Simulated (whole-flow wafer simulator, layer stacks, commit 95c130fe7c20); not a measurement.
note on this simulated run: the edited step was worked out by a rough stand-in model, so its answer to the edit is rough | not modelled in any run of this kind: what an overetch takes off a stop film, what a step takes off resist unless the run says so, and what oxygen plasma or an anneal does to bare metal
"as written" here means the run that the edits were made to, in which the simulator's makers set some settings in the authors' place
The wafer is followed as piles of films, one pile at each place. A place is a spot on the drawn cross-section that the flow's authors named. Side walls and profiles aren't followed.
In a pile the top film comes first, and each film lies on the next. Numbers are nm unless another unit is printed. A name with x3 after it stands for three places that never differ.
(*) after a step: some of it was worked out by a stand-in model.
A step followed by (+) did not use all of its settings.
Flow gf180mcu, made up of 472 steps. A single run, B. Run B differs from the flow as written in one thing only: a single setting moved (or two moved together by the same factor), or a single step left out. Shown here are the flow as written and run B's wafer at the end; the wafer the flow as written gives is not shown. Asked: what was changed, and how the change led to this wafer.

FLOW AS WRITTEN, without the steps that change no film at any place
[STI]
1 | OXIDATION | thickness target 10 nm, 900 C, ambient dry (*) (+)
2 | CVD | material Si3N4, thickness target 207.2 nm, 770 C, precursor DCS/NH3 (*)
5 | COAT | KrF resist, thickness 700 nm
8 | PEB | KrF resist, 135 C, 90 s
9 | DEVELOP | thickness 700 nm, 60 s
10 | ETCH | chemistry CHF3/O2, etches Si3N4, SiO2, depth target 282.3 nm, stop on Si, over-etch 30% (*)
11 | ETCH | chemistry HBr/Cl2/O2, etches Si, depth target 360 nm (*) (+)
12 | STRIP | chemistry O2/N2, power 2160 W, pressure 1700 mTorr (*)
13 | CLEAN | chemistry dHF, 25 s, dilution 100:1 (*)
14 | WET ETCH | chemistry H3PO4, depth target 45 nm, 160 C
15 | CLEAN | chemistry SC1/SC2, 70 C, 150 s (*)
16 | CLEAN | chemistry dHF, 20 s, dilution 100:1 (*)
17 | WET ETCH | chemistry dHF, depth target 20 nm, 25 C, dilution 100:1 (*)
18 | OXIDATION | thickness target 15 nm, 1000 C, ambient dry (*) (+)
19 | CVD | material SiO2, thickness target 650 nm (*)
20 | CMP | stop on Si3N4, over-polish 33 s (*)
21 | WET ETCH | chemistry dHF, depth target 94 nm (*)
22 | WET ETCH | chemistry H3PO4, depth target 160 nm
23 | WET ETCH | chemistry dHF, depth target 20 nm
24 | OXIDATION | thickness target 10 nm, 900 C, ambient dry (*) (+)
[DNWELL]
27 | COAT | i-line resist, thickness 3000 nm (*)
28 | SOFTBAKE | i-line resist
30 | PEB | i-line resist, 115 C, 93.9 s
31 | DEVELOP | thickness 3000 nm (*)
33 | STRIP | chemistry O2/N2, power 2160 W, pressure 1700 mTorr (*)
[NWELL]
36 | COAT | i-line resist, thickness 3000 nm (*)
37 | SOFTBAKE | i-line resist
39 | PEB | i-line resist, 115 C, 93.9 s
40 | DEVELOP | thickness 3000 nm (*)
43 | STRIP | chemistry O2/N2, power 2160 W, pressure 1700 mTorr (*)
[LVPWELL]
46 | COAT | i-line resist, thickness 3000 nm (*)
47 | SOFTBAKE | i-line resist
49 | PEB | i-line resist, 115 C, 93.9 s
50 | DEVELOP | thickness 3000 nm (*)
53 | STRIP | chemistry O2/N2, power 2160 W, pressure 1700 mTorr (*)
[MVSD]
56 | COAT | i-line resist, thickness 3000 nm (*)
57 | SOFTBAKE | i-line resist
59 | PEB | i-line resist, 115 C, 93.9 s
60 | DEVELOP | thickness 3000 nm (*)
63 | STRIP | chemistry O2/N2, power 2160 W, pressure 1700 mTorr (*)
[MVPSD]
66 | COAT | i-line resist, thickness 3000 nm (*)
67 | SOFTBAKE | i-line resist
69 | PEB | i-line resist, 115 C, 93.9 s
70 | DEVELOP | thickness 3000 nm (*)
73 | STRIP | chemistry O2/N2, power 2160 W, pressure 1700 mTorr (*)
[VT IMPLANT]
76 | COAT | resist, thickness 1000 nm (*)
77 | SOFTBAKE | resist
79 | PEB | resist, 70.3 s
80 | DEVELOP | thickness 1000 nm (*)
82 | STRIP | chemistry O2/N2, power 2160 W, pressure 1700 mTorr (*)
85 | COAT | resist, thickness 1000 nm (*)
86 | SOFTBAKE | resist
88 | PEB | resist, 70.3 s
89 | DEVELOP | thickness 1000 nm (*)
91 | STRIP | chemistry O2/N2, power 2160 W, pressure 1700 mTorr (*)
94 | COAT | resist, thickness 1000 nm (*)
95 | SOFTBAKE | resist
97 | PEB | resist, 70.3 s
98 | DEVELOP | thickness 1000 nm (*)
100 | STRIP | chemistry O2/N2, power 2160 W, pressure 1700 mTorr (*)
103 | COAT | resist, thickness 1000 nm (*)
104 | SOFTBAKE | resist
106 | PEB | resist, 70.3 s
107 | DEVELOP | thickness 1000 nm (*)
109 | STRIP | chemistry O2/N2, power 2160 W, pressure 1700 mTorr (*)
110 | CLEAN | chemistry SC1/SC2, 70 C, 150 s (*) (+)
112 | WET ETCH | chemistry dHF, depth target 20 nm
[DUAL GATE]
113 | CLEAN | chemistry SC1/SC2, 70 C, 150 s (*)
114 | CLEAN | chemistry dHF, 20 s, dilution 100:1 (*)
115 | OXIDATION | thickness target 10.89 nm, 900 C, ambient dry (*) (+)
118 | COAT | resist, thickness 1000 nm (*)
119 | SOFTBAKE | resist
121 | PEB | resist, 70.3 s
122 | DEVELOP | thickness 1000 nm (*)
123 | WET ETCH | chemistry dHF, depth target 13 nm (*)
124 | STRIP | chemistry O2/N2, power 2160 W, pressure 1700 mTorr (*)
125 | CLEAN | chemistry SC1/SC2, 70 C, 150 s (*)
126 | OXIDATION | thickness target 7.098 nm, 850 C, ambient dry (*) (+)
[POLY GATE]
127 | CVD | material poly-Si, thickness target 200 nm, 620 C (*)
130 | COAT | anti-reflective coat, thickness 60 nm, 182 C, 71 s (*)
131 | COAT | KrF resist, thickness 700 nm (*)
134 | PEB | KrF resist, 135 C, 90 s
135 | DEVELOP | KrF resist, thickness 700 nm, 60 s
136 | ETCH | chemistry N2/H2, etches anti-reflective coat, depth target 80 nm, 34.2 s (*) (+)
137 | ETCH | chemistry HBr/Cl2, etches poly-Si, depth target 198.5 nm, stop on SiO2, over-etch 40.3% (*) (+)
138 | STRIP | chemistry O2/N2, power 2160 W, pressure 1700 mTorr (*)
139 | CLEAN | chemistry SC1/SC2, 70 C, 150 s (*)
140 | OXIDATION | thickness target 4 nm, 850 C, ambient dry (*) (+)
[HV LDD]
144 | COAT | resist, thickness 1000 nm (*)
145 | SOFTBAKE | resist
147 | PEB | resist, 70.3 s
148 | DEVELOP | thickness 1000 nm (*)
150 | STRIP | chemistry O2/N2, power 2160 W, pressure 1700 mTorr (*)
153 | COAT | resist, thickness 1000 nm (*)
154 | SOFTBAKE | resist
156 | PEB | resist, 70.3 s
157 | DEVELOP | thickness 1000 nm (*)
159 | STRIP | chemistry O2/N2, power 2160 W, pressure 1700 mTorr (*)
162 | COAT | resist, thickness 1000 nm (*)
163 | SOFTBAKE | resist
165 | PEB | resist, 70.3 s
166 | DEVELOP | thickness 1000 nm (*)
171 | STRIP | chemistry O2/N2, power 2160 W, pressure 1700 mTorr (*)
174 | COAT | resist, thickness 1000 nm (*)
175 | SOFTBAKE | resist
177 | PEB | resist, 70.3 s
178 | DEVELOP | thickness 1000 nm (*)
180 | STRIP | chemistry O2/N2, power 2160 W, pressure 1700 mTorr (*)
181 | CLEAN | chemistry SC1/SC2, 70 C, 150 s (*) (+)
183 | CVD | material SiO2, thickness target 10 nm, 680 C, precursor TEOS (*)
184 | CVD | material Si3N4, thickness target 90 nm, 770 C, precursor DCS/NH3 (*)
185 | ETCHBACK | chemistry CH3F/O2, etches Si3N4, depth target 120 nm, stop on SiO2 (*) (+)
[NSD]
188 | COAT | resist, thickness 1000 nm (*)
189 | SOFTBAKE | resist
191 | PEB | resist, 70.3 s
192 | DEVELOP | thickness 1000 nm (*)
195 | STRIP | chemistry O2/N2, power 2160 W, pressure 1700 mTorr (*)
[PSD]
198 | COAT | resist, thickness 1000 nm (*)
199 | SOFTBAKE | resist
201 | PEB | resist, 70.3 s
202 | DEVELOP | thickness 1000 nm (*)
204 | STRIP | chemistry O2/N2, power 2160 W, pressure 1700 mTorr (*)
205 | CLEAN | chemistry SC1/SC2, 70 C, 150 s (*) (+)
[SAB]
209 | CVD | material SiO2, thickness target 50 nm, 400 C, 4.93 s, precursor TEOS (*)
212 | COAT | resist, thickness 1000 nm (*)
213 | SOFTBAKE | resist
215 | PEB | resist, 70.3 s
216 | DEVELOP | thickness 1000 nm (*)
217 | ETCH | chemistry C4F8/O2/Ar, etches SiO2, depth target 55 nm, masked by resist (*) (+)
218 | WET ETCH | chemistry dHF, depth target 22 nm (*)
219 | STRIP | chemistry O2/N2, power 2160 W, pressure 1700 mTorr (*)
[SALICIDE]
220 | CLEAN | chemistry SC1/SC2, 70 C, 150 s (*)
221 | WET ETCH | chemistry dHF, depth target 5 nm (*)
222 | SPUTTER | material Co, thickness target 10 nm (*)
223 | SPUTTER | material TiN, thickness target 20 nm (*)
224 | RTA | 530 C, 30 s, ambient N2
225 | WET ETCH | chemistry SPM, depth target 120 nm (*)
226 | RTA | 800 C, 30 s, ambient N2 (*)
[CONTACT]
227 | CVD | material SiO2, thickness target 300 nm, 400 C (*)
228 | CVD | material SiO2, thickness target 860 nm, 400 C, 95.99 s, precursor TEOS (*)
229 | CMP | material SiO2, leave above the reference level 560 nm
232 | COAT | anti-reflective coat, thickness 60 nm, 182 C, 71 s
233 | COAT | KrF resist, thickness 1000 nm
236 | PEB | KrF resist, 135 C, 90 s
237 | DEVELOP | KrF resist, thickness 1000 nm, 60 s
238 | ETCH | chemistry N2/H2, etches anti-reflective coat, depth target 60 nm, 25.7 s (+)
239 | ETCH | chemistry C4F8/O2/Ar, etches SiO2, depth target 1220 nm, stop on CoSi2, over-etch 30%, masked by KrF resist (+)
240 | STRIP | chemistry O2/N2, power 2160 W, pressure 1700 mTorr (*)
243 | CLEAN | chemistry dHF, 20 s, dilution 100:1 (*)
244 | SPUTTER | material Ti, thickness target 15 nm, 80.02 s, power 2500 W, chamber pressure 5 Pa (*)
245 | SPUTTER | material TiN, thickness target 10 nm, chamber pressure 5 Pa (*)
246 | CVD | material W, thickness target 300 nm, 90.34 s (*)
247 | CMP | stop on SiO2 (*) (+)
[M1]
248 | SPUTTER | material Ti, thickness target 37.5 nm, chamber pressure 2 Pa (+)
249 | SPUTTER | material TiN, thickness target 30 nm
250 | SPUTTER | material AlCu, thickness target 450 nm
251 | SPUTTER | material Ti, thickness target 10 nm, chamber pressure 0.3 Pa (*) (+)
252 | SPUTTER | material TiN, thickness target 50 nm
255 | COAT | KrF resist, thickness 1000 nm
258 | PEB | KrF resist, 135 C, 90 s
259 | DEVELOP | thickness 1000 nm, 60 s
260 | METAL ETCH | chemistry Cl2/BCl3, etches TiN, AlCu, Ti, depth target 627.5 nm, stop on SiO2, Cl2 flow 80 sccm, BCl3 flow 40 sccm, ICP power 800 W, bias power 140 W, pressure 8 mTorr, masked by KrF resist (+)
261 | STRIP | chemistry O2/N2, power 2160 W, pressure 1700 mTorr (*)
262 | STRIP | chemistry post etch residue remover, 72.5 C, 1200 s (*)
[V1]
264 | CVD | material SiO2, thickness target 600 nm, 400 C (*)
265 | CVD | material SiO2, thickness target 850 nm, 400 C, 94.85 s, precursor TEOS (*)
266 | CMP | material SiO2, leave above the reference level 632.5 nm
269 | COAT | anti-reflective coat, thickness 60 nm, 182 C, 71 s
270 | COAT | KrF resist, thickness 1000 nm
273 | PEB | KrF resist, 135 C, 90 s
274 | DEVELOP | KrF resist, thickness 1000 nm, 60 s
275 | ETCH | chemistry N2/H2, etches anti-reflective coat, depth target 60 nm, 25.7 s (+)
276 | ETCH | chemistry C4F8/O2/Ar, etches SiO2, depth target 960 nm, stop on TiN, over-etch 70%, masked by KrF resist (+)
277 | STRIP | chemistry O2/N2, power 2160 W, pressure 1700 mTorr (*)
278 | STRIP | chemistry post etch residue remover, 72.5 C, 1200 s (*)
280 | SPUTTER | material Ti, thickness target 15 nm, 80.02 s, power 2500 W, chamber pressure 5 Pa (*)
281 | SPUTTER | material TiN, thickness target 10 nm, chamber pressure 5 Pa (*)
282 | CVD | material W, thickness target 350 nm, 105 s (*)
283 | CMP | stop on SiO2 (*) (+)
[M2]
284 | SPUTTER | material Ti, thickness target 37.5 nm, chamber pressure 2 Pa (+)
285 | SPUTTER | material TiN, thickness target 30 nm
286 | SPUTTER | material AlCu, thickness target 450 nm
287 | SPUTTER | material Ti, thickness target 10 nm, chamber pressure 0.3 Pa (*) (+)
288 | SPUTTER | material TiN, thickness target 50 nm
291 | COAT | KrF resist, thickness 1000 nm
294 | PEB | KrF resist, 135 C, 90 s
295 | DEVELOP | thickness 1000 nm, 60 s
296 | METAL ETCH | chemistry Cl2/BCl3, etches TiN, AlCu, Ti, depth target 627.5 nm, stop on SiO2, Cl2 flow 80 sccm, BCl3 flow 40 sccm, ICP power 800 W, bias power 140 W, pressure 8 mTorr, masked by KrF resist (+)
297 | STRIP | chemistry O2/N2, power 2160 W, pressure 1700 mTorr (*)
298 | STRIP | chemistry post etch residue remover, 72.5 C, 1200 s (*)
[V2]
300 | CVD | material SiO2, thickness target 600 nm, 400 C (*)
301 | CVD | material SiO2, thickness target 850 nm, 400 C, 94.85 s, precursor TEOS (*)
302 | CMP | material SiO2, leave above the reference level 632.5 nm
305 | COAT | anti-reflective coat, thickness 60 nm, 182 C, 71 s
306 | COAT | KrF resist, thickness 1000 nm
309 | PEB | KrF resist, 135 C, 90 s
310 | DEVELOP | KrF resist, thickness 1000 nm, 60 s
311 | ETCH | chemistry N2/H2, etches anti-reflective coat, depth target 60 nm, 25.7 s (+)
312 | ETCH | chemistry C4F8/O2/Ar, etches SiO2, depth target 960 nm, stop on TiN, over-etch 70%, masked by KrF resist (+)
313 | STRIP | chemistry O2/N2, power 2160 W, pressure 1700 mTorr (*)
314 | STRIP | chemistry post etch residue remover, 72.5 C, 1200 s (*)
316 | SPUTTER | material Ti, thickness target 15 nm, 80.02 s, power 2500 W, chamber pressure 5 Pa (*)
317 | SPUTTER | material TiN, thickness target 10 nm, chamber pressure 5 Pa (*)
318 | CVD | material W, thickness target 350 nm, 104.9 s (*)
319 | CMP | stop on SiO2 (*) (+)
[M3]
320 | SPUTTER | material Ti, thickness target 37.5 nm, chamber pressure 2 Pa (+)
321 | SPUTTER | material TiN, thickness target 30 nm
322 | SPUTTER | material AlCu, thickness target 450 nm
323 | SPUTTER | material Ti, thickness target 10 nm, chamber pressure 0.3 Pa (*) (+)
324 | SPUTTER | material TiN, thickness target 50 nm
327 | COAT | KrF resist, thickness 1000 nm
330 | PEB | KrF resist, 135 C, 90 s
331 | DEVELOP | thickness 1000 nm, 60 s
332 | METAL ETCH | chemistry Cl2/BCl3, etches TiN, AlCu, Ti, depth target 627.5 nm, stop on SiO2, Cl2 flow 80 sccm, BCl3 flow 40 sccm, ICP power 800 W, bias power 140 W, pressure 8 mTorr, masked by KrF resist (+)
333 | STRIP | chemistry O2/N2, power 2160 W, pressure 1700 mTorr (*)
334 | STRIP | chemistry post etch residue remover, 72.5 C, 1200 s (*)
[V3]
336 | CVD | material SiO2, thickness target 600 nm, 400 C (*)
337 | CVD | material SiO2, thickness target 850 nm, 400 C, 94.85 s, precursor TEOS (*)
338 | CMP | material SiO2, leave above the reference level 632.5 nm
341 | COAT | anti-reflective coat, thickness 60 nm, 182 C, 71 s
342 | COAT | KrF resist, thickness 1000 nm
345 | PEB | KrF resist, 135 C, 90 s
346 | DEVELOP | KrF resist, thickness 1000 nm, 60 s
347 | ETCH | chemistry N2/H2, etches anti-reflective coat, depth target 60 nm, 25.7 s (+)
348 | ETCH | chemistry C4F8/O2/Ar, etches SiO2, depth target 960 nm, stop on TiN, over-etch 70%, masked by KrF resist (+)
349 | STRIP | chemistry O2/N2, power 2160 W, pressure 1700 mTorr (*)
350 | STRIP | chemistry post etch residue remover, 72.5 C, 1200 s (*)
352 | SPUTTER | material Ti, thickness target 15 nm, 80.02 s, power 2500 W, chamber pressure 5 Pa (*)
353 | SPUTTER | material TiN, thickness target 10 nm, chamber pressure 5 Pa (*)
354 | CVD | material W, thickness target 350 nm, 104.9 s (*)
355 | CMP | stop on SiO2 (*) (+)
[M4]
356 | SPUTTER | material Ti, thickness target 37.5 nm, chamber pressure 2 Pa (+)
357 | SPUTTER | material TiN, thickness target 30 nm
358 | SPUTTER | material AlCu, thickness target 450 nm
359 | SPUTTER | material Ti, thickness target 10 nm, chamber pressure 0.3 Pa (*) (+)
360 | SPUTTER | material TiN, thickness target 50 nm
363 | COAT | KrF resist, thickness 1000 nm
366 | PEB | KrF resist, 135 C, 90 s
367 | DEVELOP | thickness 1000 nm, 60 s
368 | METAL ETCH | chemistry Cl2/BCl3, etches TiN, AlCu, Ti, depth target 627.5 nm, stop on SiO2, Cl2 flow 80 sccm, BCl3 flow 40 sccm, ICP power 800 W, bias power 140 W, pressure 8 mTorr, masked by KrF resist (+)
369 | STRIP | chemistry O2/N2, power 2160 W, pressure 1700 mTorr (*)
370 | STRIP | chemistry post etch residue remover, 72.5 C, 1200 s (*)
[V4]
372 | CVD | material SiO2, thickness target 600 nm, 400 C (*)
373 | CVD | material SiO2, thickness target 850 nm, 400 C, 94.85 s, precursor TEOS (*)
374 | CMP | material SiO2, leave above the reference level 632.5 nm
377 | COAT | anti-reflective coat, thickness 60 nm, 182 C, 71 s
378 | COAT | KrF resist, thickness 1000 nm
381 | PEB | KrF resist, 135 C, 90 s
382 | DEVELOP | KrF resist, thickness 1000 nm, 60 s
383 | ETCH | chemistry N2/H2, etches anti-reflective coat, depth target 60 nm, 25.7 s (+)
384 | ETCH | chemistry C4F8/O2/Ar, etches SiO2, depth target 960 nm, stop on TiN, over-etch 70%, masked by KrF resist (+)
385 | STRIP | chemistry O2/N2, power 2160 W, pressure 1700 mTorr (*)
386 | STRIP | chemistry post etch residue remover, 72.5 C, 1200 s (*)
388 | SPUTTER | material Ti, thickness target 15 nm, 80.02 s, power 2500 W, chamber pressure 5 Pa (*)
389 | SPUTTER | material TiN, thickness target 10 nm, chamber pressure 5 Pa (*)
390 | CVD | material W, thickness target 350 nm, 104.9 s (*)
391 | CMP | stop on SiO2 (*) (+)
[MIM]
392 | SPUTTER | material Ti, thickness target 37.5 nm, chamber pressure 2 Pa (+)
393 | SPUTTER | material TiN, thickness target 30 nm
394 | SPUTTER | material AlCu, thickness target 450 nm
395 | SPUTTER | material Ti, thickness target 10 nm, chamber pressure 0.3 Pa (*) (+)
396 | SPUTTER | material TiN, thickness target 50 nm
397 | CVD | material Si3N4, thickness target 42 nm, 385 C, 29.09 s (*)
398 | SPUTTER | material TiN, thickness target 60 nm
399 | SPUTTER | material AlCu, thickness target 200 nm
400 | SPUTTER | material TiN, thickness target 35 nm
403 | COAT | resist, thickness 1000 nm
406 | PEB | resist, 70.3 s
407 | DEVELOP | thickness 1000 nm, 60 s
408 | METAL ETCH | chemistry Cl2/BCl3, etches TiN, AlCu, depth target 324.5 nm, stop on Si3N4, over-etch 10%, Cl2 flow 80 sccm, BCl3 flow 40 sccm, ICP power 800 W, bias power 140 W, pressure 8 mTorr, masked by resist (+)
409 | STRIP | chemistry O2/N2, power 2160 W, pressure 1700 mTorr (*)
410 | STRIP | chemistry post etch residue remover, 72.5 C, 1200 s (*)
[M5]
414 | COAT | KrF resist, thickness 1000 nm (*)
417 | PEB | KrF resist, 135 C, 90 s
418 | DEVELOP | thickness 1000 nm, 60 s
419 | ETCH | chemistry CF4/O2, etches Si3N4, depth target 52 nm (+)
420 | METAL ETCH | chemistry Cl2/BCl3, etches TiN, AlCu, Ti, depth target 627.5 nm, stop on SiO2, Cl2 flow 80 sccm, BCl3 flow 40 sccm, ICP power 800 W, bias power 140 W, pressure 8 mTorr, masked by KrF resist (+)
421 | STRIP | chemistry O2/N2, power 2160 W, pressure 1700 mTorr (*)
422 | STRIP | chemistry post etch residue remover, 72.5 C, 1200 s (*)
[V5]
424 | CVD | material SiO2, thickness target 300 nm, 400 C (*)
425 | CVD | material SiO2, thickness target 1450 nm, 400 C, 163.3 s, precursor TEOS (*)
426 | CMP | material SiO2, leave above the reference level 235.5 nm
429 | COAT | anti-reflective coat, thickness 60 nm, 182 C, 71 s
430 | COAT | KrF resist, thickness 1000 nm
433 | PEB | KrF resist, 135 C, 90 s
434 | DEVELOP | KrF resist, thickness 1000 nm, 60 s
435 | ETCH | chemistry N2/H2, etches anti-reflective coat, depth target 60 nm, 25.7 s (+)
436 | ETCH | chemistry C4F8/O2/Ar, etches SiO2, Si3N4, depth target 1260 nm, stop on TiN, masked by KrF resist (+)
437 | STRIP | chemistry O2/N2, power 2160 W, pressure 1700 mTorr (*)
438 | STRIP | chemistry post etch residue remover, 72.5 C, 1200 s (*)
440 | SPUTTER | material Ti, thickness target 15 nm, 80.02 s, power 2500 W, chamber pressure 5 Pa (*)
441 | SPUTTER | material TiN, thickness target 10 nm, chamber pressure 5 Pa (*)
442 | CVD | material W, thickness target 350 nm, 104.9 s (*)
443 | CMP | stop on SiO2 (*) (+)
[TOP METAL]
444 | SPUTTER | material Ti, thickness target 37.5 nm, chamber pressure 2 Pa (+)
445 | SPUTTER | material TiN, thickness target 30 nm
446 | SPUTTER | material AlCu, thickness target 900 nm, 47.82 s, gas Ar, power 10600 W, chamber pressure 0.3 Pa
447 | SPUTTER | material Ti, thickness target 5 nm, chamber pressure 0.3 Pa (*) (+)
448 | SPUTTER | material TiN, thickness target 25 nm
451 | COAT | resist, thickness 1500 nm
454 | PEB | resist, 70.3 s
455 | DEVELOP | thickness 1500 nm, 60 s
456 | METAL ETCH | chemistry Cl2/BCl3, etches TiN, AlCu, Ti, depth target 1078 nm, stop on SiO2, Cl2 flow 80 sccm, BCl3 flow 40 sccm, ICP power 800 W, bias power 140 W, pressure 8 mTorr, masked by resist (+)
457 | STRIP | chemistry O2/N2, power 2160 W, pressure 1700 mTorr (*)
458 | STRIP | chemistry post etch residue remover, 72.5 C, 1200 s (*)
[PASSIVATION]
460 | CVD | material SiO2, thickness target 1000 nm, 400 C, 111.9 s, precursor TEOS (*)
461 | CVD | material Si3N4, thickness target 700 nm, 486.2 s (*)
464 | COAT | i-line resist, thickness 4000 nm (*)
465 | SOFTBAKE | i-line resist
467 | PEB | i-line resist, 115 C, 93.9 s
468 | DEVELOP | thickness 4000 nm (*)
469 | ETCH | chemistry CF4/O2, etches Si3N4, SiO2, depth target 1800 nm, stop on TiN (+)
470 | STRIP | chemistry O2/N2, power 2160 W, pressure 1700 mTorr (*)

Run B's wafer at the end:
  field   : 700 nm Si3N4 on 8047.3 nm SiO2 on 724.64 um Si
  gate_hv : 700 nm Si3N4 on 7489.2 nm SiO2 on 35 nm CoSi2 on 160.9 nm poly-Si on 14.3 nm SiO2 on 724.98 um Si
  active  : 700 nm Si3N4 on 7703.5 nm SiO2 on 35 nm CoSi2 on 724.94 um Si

Cause: step 424, CVD: thickness target 120 nm was run, though the flow has thickness target 300 nm.

Step by step, how the change led to this:
  424 | CVD | material SiO2, thickness target 300 nm, 400 C (*)
      field, field__w1, field__w2 and 101 more: SiO2 gains 120 (it would be, as written: SiO2 gains 300)
      field__w4, field__w8, contact, m1, m1__w1, mim, mim_1p0, m1_nw: SiO2 gains 120 (new film) (it would be, as written: SiO2 gains 300 (new film))
  436 | ETCH | chemistry C4F8/O2/Ar, etches SiO2, Si3N4, depth target 1260 nm, stop on TiN, masked by KrF resist (+)
      field, field__w1, field__w2 and 108 more: KrF resist loses 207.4 (it would be, as written: KrF resist loses 252)
      contact: SiO2 loses 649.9 (all of it), Si3N4 loses 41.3 (all of it) (it would be, as written: SiO2 loses 829.9 (all of it), Si3N4 loses 41.3 (all of it))
  437 | STRIP | chemistry O2/N2, power 2160 W, pressure 1700 mTorr (*)
      field, field__w1, field__w2 and 108 more: KrF resist loses 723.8 (all of it), anti-reflective coat loses 60 (all of it) (it would be, as written: KrF resist loses 679.2 (all of it), anti-reflective coat loses 60 (all of it))
  440 | SPUTTER | material Ti, thickness target 15 nm, 80.02 s, power 2500 W, chamber pressure 5 Pa (*)
      contact: Ti gains 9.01 (new film) (it would be, as written: Ti gains 8.12 (new film))
  441 | SPUTTER | material TiN, thickness target 10 nm, chamber pressure 5 Pa (*)
      contact: TiN gains 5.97 (new film) (it would be, as written: TiN gains 5.38 (new film))
  442 | CVD | material W, thickness target 350 nm, 104.9 s (*)
      contact: W gains 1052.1 (new film) (it would be, as written: W gains 1233.6 (new film))
